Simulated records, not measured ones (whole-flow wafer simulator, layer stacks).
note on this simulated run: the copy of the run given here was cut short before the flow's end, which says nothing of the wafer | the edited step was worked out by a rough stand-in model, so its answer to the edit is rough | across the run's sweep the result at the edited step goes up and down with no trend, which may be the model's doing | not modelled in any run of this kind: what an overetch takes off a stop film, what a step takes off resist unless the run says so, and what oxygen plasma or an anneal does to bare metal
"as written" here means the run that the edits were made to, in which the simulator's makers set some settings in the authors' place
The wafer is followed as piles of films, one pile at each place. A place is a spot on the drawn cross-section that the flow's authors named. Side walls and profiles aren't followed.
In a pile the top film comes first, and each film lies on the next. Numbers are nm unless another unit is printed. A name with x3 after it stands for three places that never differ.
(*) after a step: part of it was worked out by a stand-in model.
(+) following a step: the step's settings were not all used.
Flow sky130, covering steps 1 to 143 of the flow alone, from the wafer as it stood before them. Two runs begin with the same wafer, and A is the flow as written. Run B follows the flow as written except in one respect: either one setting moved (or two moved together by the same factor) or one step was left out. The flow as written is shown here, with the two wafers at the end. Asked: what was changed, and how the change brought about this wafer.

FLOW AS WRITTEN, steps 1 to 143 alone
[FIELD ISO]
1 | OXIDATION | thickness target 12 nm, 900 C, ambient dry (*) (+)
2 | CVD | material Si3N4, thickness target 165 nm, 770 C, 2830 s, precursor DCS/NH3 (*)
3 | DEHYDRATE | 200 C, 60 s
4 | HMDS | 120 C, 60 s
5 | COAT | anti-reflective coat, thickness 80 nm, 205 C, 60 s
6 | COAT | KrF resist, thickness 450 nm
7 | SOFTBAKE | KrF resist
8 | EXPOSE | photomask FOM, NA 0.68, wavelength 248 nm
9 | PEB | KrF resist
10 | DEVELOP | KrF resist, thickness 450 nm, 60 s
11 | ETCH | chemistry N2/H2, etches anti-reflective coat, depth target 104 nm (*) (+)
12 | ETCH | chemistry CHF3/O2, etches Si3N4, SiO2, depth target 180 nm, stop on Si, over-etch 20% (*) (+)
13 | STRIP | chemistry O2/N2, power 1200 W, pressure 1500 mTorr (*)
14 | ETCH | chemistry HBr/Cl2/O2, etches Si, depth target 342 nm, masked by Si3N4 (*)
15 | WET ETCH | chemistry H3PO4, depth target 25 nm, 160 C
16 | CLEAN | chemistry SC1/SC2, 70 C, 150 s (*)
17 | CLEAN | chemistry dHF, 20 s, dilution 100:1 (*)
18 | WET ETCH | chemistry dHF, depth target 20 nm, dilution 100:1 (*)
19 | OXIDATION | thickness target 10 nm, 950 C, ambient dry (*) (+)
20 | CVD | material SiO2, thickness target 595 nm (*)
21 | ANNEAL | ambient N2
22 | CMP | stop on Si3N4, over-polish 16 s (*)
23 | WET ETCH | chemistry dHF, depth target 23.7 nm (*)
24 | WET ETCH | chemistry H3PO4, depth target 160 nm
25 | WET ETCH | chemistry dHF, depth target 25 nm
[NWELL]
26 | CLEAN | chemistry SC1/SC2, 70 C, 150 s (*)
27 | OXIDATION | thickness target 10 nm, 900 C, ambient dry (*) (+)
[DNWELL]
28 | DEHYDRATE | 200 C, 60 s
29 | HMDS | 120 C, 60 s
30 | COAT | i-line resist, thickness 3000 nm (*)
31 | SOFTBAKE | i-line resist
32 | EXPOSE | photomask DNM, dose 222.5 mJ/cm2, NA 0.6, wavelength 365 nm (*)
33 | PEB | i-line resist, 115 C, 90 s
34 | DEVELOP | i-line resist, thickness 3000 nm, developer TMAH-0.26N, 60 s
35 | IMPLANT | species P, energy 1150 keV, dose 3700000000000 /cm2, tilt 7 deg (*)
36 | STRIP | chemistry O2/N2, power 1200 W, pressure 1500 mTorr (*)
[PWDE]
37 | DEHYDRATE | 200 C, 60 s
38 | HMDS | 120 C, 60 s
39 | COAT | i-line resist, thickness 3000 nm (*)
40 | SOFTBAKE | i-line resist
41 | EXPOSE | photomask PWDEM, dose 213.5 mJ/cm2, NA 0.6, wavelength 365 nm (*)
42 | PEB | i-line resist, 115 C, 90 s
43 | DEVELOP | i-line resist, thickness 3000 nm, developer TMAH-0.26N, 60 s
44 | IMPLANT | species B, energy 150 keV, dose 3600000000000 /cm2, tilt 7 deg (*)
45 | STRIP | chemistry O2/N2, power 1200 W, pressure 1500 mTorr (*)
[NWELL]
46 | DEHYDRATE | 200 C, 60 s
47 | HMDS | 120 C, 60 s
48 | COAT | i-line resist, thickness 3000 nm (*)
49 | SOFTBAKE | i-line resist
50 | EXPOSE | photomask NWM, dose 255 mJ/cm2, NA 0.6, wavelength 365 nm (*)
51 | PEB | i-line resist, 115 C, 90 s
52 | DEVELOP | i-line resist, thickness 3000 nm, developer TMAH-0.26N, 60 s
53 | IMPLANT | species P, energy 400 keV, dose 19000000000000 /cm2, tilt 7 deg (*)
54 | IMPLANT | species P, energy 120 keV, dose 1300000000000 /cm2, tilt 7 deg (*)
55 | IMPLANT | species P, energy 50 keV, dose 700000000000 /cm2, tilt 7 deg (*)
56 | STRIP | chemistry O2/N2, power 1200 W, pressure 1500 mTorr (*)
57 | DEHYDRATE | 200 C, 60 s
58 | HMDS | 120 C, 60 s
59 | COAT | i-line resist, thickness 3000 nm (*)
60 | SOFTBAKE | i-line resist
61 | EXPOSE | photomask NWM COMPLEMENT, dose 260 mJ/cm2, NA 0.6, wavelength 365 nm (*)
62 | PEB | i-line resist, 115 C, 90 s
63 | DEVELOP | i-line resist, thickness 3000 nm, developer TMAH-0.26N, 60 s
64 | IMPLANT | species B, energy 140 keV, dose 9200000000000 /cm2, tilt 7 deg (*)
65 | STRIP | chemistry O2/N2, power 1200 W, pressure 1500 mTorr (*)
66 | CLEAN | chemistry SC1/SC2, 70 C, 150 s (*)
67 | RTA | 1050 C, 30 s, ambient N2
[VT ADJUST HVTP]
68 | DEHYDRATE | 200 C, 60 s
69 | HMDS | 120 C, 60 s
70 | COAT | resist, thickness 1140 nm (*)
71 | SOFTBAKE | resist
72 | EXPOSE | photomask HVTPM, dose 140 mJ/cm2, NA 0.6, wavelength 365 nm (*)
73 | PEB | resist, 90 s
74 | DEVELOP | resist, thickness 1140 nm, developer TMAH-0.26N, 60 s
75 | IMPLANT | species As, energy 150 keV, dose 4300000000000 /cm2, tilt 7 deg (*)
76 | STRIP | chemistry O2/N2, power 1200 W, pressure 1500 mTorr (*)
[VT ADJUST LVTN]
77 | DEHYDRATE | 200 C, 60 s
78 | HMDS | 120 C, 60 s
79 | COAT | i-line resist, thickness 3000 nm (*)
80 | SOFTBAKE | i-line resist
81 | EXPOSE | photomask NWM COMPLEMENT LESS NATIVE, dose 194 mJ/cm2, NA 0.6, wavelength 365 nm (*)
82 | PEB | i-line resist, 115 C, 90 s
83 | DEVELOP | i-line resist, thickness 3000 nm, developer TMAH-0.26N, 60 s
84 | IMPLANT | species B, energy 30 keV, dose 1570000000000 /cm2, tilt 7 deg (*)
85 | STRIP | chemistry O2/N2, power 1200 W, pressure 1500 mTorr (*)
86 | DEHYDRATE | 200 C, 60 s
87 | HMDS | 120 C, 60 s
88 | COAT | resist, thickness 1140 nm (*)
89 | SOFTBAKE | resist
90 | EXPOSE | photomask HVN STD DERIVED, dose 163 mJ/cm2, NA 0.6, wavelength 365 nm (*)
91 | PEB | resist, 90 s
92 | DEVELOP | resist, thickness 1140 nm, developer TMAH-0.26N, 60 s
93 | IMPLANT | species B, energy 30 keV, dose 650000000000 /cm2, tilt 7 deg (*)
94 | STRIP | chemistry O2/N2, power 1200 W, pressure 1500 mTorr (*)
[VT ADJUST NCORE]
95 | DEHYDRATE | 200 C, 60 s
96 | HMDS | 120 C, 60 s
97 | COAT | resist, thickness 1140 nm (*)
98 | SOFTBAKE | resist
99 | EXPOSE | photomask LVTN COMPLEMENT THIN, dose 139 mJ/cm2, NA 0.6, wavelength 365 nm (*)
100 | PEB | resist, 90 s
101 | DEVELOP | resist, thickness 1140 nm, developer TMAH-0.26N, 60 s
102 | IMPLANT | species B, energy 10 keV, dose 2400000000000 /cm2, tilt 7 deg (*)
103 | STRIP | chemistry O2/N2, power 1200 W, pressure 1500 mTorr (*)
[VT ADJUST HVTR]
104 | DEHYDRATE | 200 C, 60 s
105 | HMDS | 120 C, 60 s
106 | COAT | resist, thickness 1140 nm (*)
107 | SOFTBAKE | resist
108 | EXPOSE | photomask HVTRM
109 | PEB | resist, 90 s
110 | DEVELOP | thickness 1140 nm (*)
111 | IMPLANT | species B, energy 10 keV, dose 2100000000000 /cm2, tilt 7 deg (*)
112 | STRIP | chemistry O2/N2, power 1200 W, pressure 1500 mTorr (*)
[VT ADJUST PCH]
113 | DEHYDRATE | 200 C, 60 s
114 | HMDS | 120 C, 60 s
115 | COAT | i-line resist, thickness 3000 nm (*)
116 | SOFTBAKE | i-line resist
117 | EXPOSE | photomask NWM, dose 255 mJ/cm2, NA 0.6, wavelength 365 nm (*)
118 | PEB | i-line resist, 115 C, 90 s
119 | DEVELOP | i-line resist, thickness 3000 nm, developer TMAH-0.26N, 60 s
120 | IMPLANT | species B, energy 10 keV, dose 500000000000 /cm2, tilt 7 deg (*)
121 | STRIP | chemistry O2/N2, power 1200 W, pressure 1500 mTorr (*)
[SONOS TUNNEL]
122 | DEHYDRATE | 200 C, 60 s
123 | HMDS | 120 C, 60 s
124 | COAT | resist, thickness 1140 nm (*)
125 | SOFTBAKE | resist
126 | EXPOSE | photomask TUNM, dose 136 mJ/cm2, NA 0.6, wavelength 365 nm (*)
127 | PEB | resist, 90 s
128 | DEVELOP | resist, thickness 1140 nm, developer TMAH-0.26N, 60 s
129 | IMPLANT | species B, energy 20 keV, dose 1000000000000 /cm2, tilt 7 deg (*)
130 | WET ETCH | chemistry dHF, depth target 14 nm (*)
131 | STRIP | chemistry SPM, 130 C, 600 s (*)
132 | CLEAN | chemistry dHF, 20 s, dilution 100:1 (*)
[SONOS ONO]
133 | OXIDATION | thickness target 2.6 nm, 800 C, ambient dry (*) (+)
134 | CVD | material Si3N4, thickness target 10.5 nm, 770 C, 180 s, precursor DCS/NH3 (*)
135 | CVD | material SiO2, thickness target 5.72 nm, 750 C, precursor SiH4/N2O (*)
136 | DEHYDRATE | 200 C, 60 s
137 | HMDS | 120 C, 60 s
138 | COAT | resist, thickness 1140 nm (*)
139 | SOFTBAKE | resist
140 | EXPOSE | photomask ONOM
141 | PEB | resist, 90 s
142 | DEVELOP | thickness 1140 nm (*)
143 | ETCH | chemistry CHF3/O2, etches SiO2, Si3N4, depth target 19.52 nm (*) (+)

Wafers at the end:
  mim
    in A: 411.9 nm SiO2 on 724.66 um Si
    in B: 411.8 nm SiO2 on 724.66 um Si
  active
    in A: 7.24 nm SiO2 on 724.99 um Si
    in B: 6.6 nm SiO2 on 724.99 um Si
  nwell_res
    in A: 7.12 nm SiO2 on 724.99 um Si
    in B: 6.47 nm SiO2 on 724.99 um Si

The reason: step 133, OXIDATION: thickness target 3.19 nm was run, whereas the flow has thickness target 2.6 nm.

Step by step, how the change led to this:
  133 | OXIDATION | thickness target 2.6 nm, 800 C, ambient dry (*) (+)
      active, p_well x5, gate and 67 more: A +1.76 SiO2, -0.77 Si | B +1.12 SiO2, -0.49 Si
      nwell_res, pplus_nw, gate_p and 22 more: A +1.77 SiO2, -0.78 Si | B +1.12 SiO2, -0.49 Si
      (also at 4 further places)
  143 | ETCH | chemistry CHF3/O2, etches SiO2, Si3N4, depth target 19.52 nm (*) (+)
      n_well, sonos_sd: A -5.72 SiO2 (all of it), -10.5 Si3N4 (all of it), -2.6 SiO2 (all of it), -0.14 Si | B -5.72 SiO2 (all of it), -10.5 Si3N4 (all of it), -3.19 SiO2 (all of it)
